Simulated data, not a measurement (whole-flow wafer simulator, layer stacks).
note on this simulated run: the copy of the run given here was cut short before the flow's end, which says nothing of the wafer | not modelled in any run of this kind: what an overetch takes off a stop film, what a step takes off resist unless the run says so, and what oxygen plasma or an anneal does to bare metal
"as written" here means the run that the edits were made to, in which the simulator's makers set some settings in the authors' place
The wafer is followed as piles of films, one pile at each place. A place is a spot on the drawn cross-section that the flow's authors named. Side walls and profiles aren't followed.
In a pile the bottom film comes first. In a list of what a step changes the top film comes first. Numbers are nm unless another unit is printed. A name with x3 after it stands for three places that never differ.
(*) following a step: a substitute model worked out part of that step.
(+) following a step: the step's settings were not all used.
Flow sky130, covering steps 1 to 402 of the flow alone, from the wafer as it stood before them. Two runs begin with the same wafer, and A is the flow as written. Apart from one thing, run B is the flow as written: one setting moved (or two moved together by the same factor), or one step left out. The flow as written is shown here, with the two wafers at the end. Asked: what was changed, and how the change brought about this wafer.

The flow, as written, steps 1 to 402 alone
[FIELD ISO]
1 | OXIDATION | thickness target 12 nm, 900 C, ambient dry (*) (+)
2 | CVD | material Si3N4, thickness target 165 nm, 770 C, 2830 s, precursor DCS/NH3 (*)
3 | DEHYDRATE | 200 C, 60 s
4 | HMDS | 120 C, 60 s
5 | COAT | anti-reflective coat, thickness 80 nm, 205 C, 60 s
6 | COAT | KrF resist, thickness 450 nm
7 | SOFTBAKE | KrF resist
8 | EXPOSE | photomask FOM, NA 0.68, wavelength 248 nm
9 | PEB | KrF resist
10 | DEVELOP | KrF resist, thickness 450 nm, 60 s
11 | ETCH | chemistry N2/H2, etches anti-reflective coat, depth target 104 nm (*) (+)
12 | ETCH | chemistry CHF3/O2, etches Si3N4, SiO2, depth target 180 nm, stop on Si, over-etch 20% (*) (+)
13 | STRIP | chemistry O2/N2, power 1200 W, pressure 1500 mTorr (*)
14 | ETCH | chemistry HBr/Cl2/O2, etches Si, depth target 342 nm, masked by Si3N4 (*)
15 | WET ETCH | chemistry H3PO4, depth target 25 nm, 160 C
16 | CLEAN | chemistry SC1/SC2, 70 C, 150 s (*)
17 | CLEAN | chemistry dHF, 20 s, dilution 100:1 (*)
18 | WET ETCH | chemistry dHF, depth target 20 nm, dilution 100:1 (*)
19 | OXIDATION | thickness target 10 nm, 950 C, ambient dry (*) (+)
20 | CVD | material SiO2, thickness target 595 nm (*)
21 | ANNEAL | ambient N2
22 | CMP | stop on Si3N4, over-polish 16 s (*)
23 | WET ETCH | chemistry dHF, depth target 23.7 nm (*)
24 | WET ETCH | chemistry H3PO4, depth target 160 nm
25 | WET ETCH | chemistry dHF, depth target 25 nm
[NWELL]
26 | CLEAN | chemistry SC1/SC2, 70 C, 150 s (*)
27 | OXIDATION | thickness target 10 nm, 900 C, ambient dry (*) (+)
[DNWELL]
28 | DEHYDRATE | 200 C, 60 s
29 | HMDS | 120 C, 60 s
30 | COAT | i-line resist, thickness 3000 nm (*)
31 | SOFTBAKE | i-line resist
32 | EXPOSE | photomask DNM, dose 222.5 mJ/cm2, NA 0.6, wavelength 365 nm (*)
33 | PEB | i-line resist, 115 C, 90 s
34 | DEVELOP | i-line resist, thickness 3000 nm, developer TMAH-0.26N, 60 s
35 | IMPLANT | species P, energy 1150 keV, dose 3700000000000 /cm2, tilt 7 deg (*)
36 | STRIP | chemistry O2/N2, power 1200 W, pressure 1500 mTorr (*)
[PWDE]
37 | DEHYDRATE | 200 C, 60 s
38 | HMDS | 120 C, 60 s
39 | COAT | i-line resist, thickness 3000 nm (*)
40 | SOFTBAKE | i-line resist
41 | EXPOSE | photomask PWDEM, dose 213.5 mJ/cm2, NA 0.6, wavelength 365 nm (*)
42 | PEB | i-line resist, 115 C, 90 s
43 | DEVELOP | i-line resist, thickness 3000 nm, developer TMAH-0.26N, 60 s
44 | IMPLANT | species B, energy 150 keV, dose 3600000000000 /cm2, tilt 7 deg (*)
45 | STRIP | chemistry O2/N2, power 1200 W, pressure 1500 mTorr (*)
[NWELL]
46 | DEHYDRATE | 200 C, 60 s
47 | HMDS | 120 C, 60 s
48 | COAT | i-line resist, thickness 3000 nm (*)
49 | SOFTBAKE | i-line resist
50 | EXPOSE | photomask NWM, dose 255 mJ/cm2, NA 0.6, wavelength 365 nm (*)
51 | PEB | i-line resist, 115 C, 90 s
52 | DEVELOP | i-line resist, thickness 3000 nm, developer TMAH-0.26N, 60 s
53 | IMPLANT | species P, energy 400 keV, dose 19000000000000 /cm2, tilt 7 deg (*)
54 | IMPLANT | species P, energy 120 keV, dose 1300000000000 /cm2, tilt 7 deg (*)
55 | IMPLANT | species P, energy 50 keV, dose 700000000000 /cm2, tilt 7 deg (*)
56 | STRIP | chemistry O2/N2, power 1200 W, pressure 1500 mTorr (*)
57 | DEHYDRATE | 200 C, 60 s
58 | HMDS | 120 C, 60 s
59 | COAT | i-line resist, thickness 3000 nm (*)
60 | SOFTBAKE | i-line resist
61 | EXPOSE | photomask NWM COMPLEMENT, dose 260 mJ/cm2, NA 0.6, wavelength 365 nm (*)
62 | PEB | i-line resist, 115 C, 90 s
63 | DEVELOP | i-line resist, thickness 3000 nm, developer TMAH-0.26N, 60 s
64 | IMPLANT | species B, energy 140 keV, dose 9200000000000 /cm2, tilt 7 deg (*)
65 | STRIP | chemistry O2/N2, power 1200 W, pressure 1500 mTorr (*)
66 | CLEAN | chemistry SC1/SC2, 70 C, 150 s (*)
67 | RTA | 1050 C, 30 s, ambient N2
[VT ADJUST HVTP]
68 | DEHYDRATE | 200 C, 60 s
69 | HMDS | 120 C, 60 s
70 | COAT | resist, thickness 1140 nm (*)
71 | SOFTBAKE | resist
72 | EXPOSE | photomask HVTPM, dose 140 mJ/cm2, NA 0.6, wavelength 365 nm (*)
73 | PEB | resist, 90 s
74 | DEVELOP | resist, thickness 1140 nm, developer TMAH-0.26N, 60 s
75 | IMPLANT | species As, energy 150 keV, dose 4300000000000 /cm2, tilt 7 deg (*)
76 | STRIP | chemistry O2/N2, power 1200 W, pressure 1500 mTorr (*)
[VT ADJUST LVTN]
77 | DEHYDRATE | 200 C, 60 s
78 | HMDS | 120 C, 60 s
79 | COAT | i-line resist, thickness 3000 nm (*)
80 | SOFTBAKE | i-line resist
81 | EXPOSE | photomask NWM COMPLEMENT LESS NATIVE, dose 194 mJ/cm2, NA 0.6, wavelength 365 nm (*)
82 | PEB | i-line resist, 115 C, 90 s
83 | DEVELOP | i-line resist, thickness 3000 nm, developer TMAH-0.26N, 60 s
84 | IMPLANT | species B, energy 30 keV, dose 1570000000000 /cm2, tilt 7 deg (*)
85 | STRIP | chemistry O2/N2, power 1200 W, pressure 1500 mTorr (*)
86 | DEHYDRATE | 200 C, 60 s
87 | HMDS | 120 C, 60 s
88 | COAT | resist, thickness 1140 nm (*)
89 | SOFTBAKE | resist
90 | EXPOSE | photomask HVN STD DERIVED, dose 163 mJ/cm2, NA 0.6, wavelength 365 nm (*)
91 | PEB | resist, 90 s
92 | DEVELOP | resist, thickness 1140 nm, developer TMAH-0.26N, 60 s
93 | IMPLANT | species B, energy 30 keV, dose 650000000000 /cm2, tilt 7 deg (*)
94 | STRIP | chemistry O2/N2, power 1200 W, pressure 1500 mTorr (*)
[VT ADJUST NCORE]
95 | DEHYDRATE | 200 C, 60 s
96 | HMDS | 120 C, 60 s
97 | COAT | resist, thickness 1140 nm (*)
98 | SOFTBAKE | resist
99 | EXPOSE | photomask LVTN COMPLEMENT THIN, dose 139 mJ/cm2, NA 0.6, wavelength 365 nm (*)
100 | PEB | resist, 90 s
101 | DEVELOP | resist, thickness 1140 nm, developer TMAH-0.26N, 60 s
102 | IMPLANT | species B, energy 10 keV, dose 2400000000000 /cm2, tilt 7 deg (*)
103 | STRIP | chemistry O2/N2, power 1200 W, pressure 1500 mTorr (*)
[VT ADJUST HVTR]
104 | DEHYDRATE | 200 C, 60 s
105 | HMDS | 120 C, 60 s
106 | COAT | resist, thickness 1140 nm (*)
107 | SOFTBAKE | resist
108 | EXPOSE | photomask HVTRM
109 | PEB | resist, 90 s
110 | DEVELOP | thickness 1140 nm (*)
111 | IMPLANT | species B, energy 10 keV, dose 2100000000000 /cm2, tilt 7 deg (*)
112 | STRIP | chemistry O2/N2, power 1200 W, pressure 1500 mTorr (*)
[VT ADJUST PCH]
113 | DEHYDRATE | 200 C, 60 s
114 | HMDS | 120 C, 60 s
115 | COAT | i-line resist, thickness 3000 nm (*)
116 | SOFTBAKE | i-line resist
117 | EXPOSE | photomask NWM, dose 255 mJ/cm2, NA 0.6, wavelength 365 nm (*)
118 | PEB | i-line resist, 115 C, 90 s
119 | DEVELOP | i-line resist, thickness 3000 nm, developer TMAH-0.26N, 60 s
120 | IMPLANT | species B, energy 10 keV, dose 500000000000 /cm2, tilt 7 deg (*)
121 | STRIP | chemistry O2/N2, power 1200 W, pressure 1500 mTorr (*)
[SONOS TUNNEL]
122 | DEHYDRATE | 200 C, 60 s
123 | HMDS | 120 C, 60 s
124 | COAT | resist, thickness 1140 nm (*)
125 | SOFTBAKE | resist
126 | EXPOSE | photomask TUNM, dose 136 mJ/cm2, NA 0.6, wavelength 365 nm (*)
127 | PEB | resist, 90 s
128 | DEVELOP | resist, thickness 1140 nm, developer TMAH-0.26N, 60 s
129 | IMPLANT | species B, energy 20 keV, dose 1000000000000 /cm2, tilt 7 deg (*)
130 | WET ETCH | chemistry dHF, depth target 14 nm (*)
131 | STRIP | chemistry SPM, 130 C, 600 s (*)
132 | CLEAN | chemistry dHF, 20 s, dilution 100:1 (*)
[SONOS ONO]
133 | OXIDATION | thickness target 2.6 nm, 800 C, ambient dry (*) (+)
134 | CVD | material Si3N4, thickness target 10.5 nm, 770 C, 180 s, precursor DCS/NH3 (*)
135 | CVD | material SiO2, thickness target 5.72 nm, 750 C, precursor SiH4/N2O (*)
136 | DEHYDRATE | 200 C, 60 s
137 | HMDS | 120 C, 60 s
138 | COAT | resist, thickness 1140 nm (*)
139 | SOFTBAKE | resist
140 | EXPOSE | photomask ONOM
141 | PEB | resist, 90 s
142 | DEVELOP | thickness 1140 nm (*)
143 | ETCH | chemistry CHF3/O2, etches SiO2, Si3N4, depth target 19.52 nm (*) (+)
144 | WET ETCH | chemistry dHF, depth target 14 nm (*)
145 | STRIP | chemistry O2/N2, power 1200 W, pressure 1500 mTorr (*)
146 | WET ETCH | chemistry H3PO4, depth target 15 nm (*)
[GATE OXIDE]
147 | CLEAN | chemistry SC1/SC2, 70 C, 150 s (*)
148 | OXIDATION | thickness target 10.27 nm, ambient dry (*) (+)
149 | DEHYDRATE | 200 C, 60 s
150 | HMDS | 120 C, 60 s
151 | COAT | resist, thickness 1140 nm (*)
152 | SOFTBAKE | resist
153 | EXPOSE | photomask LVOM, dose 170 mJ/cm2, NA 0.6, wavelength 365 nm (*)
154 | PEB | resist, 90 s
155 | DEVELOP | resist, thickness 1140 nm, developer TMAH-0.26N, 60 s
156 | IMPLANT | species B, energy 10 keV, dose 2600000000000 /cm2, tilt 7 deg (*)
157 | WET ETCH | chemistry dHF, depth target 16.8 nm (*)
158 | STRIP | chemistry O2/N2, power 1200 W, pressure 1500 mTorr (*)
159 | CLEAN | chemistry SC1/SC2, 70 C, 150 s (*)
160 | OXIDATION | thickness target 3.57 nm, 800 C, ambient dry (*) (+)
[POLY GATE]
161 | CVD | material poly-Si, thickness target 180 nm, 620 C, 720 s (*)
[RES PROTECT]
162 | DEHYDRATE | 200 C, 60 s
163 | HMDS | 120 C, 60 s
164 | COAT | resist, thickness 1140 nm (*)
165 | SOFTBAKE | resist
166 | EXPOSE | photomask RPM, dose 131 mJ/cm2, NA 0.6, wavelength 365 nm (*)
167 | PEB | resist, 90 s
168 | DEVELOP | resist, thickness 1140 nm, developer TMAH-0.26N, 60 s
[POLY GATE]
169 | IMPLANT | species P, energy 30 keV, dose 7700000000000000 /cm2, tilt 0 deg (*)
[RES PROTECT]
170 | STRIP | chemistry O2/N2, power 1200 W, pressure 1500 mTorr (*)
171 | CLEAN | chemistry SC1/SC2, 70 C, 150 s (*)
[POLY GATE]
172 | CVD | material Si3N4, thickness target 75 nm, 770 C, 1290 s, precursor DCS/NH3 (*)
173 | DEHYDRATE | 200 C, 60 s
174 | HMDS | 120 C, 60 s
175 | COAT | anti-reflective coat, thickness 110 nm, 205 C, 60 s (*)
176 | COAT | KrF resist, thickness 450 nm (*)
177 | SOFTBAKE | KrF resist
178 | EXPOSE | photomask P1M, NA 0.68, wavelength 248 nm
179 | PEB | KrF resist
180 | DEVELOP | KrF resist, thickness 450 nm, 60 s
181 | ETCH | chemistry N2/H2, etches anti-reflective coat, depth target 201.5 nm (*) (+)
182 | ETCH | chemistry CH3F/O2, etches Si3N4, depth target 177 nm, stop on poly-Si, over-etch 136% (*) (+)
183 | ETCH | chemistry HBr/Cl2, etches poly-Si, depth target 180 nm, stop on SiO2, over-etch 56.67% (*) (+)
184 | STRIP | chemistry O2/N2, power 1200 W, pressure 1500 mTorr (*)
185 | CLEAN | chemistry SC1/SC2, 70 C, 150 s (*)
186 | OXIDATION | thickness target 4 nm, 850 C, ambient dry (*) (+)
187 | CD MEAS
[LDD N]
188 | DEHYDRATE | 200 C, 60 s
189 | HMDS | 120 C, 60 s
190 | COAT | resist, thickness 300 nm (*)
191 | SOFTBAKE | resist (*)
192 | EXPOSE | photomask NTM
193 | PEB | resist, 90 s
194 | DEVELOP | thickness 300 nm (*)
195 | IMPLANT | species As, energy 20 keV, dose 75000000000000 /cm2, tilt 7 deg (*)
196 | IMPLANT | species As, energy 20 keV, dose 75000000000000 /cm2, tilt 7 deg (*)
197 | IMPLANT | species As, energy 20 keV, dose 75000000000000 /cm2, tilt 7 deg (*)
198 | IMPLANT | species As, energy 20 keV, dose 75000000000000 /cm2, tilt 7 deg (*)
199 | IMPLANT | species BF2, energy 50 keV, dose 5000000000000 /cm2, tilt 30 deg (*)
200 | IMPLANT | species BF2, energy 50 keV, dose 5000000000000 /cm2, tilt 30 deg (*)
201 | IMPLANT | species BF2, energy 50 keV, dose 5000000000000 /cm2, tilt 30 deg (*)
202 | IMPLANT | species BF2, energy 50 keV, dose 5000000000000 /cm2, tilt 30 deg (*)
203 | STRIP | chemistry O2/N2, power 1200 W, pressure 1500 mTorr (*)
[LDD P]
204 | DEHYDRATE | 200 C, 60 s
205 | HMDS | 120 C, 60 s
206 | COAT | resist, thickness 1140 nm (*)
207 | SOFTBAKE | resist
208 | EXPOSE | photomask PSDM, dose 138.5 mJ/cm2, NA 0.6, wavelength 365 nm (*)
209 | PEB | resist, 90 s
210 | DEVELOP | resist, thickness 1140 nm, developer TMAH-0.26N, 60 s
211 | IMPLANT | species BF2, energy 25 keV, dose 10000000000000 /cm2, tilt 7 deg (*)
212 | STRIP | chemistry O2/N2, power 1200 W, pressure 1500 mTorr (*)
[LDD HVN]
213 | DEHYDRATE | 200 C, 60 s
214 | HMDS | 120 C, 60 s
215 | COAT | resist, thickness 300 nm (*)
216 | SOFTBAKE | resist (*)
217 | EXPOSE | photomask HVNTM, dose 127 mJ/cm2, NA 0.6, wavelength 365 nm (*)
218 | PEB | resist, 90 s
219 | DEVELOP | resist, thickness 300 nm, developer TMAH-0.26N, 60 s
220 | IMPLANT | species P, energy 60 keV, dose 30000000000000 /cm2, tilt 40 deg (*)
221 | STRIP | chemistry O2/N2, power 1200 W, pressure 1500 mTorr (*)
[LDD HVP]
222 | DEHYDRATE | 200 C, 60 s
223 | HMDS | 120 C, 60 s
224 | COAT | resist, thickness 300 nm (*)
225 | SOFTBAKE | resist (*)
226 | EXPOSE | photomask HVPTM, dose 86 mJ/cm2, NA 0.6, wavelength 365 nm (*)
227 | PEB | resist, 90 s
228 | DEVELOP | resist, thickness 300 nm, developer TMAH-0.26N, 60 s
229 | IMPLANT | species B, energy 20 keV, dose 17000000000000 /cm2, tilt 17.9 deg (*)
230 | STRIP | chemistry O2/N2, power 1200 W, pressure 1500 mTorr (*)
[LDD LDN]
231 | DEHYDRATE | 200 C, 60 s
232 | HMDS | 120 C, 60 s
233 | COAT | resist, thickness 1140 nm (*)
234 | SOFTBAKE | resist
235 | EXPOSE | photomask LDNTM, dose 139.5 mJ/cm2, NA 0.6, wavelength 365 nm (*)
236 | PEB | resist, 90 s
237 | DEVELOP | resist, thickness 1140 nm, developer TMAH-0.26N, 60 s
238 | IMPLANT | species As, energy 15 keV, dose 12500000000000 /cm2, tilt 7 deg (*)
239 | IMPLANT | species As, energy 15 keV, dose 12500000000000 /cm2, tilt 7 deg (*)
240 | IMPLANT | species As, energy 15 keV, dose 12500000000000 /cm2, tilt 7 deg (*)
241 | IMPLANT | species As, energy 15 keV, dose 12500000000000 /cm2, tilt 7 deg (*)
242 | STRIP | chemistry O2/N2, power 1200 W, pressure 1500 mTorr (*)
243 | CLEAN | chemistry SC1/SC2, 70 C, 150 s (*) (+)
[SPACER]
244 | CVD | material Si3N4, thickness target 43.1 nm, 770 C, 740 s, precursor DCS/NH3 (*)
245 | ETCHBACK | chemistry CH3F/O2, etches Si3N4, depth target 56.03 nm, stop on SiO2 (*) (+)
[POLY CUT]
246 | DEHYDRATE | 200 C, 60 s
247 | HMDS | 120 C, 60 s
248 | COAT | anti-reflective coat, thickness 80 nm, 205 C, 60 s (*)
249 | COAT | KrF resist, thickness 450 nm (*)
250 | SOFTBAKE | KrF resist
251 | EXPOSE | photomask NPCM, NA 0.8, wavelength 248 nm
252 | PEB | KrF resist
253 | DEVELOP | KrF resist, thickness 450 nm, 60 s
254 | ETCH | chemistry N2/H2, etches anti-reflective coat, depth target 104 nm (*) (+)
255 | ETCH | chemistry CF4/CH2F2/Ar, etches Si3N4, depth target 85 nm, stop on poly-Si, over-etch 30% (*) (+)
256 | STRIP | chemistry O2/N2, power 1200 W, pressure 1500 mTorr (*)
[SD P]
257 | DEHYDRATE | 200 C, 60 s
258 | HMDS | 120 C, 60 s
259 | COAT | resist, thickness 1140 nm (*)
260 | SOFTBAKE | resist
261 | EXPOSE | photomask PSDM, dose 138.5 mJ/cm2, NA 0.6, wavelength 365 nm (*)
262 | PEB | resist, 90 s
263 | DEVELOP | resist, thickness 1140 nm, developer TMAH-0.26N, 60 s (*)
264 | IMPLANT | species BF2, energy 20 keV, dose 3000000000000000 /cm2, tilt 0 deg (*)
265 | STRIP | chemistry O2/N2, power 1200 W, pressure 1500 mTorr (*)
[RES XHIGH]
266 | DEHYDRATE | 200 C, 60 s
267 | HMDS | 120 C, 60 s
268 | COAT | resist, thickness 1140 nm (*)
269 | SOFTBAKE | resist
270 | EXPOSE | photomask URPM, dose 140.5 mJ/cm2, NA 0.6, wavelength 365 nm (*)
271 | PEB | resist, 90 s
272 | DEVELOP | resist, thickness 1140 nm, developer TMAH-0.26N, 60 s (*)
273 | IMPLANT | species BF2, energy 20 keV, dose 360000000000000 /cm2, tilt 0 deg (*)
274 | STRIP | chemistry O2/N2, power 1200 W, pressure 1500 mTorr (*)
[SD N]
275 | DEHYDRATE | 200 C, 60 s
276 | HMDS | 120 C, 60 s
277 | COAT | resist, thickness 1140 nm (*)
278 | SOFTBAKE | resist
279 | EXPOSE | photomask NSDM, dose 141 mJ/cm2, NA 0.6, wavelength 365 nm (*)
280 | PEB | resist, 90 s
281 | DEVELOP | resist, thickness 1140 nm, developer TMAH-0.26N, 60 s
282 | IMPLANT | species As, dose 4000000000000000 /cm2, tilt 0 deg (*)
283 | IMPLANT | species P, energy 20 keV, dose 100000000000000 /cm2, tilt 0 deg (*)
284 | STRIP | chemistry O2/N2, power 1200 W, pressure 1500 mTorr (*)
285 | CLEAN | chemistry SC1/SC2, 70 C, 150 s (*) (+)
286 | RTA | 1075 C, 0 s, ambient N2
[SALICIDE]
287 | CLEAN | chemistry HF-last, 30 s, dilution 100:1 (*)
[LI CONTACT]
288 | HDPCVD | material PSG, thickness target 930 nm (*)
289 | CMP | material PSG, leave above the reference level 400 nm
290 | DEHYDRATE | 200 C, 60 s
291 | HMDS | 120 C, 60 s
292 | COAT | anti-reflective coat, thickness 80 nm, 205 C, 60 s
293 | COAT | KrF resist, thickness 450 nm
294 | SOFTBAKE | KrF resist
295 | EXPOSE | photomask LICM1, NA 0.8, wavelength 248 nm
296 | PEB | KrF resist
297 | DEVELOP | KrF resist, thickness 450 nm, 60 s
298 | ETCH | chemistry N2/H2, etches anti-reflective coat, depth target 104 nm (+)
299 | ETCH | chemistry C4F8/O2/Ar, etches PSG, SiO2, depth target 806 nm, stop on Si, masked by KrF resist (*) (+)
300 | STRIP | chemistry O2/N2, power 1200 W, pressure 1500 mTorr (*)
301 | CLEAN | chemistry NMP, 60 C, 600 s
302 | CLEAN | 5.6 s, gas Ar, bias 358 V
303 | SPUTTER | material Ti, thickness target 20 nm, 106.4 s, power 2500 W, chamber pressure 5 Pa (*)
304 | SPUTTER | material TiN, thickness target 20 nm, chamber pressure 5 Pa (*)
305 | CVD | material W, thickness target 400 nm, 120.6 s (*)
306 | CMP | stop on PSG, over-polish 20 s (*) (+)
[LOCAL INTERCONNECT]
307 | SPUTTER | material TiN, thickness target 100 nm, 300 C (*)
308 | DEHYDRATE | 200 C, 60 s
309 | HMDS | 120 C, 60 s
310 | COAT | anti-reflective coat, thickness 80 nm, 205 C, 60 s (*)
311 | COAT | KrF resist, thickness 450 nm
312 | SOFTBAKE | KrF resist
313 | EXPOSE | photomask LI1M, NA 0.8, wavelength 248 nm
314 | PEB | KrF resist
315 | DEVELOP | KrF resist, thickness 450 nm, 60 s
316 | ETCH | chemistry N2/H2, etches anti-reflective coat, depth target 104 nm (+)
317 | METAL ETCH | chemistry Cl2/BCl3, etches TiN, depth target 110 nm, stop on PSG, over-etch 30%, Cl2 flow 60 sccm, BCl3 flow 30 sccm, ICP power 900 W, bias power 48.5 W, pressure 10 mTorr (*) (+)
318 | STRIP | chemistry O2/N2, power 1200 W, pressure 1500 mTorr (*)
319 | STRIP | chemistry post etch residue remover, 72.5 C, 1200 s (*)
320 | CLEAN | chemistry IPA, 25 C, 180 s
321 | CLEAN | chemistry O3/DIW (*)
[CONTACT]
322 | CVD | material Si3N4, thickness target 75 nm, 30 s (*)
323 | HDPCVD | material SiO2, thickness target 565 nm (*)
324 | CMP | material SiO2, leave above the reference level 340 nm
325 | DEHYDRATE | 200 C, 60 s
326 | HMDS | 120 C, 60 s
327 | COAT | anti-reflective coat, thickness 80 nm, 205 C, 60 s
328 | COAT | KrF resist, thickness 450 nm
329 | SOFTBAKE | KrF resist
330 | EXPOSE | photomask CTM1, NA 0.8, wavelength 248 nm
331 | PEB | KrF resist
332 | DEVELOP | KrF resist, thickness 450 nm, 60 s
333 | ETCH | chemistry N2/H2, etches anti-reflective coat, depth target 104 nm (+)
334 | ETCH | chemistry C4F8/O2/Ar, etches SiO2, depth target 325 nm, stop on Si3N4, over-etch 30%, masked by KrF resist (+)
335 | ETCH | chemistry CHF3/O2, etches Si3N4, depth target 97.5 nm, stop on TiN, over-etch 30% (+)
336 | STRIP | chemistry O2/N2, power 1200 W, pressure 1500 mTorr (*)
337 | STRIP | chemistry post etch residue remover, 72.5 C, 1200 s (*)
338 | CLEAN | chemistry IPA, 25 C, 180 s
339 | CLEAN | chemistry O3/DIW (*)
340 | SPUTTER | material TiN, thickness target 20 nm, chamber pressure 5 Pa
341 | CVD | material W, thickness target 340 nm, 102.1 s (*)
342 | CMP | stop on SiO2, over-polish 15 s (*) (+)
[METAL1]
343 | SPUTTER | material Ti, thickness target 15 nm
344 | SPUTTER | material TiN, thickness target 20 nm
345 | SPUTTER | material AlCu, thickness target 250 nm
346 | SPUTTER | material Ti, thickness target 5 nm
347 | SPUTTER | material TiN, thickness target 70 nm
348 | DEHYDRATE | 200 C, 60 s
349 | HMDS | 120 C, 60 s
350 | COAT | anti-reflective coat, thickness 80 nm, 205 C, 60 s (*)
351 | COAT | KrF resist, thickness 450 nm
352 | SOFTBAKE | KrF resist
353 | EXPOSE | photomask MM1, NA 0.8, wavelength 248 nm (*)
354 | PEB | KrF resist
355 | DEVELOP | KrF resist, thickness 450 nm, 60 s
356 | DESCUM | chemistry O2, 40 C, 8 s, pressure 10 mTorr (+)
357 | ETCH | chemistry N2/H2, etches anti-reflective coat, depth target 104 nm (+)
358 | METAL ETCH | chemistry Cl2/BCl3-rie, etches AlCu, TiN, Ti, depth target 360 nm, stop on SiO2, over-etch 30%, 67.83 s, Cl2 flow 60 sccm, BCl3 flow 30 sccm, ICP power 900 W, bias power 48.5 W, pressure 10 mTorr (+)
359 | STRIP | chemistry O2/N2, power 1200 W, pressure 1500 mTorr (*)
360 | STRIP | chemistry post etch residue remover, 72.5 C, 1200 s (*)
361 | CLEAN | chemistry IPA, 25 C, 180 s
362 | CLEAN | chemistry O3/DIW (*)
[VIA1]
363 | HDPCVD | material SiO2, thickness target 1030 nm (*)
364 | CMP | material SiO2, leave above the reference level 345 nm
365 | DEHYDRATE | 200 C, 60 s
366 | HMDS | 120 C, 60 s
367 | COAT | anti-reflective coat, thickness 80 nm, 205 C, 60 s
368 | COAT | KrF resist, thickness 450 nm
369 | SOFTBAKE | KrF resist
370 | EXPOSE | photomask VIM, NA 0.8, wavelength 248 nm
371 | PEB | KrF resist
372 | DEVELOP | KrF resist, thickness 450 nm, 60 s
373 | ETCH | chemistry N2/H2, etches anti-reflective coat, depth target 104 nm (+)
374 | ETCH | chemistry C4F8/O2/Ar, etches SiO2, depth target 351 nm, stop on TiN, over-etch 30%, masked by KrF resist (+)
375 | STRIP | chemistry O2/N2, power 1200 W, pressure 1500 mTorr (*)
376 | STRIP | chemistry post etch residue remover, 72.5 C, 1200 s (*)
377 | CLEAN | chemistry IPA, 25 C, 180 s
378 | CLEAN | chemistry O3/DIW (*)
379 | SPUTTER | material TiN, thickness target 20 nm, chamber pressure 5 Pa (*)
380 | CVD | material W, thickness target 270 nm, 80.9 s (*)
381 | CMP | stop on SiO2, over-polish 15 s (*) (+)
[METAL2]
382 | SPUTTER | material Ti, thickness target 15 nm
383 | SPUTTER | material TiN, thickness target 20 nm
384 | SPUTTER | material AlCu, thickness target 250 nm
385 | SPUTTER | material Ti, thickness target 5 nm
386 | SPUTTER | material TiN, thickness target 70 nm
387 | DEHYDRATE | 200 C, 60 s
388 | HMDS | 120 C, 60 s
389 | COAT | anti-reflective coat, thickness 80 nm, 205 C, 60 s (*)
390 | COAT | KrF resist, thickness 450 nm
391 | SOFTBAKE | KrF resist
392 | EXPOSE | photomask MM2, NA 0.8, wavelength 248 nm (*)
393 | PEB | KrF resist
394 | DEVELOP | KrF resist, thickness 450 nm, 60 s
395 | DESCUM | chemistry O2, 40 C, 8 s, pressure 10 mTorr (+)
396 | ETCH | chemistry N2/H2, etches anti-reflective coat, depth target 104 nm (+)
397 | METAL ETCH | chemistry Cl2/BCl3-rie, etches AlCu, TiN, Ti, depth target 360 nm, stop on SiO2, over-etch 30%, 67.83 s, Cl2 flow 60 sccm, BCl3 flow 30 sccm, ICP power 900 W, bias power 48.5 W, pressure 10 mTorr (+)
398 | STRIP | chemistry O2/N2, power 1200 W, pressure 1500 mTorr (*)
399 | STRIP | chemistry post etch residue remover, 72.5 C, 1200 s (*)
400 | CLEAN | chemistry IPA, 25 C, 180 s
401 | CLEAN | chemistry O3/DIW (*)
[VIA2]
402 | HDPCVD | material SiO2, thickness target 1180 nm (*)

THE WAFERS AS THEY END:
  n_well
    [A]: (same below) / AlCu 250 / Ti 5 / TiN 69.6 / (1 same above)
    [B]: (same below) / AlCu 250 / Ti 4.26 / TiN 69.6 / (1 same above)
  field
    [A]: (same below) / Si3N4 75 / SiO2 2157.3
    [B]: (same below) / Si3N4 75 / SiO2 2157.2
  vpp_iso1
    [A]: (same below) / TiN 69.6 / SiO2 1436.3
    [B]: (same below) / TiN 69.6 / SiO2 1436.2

The reason: step 385, SPUTTER: thickness target 4.26 nm was run, though the flow has thickness target 5 nm.
The wafer lets one read it off: n_well has Ti 4.26, and step 385 as written asks for 5 nm.

How this came from the change, step by step:
  385 | SPUTTER | material Ti, thickness target 5 nm
      field, active, n_well and 188 more: A +5 Ti (new film) | B +4.26 Ti (new film)
  397 | METAL ETCH | chemistry Cl2/BCl3-rie, etches AlCu, TiN, Ti, depth target 360 nm, stop on SiO2, over-etch 30%, 67.83 s, Cl2 flow 60 sccm, BCl3 flow 30 sccm, ICP power 900 W, bias power 48.5 W, pressure 10 mTorr (+)
      field, active, gate and 82 more: A -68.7 TiN (all of it), -5 Ti (all of it), -250 AlCu (all of it), -20 TiN (all of it), -15 Ti (all of it), -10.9 SiO2 | B -68.7 TiN (all of it), -4.26 Ti (all of it), -250 AlCu (all of it), -20 TiN (all of it), -15 Ti (all of it), -11 SiO2
